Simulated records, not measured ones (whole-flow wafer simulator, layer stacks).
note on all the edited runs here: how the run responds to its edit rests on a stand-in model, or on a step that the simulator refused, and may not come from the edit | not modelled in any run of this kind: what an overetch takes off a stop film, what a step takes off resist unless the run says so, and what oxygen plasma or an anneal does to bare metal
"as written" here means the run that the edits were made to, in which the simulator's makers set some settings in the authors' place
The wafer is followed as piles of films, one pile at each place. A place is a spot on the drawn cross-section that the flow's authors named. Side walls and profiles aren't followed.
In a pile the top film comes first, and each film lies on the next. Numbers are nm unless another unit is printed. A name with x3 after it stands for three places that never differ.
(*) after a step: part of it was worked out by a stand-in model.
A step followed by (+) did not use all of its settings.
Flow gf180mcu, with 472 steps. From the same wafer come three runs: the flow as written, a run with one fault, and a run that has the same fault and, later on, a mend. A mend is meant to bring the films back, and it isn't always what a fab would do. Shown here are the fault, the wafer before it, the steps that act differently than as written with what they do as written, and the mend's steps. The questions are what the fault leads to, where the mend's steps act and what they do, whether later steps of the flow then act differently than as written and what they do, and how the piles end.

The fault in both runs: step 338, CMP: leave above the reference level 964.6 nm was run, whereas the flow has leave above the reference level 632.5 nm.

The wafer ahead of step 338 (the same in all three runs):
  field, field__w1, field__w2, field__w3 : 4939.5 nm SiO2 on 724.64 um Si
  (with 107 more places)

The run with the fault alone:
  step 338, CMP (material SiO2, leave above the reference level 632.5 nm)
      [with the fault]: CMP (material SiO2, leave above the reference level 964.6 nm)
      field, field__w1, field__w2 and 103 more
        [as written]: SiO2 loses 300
        [with the fault]: nothing
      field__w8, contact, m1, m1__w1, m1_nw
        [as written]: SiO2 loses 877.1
        [with the fault]: SiO2 loses 545
  Steps later in the flow that act otherwise than as written (7 other steps are not shown; they differ only slightly, by no more than 2% or 0.5 nm, whichever is larger):
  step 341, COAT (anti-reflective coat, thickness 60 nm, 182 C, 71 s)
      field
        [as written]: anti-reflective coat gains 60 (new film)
        [with the fault]: anti-reflective coat gains 72.7 (new film)
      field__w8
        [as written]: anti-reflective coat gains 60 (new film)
        [with the fault]: anti-reflective coat gains 41.7 (new film)
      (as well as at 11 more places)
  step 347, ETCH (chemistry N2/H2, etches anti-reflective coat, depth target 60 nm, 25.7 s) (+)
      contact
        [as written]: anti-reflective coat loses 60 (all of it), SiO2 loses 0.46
        [with the fault]: anti-reflective coat loses 42.4 (all of it), SiO2 loses 0.91
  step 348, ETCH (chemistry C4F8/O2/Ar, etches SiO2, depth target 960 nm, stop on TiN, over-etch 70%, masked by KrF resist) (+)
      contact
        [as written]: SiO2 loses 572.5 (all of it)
        [with the fault]: SiO2 loses 904.1 (all of it)
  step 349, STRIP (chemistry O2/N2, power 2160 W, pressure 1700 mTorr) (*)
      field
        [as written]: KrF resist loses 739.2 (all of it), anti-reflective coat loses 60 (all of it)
        [with the fault]: KrF resist loses 732.7 (all of it), anti-reflective coat loses 72.7 (all of it)
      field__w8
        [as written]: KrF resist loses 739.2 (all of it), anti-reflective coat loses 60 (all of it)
        [with the fault]: KrF resist loses 736.2 (all of it), anti-reflective coat loses 41.7 (all of it)
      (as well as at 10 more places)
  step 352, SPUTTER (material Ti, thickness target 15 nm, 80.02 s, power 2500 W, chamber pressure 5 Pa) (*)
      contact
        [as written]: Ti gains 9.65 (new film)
        [with the fault]: Ti gains 8.11 (new film)
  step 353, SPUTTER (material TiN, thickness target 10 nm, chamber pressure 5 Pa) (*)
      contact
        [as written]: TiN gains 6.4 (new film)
        [with the fault]: TiN gains 5.38 (new film)
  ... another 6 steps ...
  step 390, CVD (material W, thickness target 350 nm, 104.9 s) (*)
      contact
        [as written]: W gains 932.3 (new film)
        [with the fault]: W gains 963.4 (new film)
  At field, field__w1, field__w2 and 109 more, the piles at the end differ from the flow's by more than 2% or 0.5 nm, whichever is larger.
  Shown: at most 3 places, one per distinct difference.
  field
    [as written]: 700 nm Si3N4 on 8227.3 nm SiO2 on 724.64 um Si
    [with the fault]: 700 nm Si3N4 on 8558.1 nm SiO2 on 724.64 um Si
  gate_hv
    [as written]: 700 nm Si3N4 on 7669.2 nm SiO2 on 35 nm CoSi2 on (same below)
    [with the fault]: 700 nm Si3N4 on 8000 nm SiO2 on 35 nm CoSi2 on (same below)
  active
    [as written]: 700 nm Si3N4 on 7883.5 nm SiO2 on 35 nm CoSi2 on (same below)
    [with the fault]: 700 nm Si3N4 on 8214.3 nm SiO2 on 35 nm CoSi2 on (same below)

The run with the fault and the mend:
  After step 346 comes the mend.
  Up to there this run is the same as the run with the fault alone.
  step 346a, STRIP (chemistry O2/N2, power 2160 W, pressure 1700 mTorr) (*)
      iso_ptap_pw, iso_ntap_nw, iso_nw_fld and 33 more
        KrF resist loses 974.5 (all of it), anti-reflective coat loses 60 (all of it)
      field__w6, field__w7, field__w11 and 21 more
        KrF resist loses 974.8 (all of it), anti-reflective coat loses 60.1 (all of it)
      field__w2, field__w3, field__w12 and 9 more
        KrF resist loses 974.9 (all of it), anti-reflective coat loses 60.1 (all of it)
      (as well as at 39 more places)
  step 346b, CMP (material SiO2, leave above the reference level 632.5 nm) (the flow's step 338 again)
      field, field__w1, field__w2 and 103 more
        SiO2 loses 300
      field__w8, contact, m1, m1__w1, m1_nw
        SiO2 loses 332.1
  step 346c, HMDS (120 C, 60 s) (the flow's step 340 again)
      leaves every film unchanged at each place that is followed
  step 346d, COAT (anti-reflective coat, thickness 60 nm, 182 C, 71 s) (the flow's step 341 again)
      field, field__w1, field__w2 and 108 more
        anti-reflective coat gains 60 (new film)
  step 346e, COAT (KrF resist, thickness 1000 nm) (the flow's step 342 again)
      field, field__w1, field__w2 and 108 more
        KrF resist gains 1000 (new film)
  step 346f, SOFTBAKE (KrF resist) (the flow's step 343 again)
      leaves every film unchanged at each place that is followed
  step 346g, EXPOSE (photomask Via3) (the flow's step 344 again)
      leaves every film unchanged at each place that is followed
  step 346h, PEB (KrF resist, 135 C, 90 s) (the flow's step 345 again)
      field, field__w1, field__w2 and 108 more
        KrF resist loses 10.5
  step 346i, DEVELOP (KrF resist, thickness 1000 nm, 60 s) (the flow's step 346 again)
      field, field__w1, field__w2 and 107 more
        KrF resist loses 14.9
      contact
        KrF resist loses 989.5 (all of it)
  None of the later steps of the flow acts differently than as written at any place that is followed.
  By the end, the piles equal the flow's at every place that both follow.
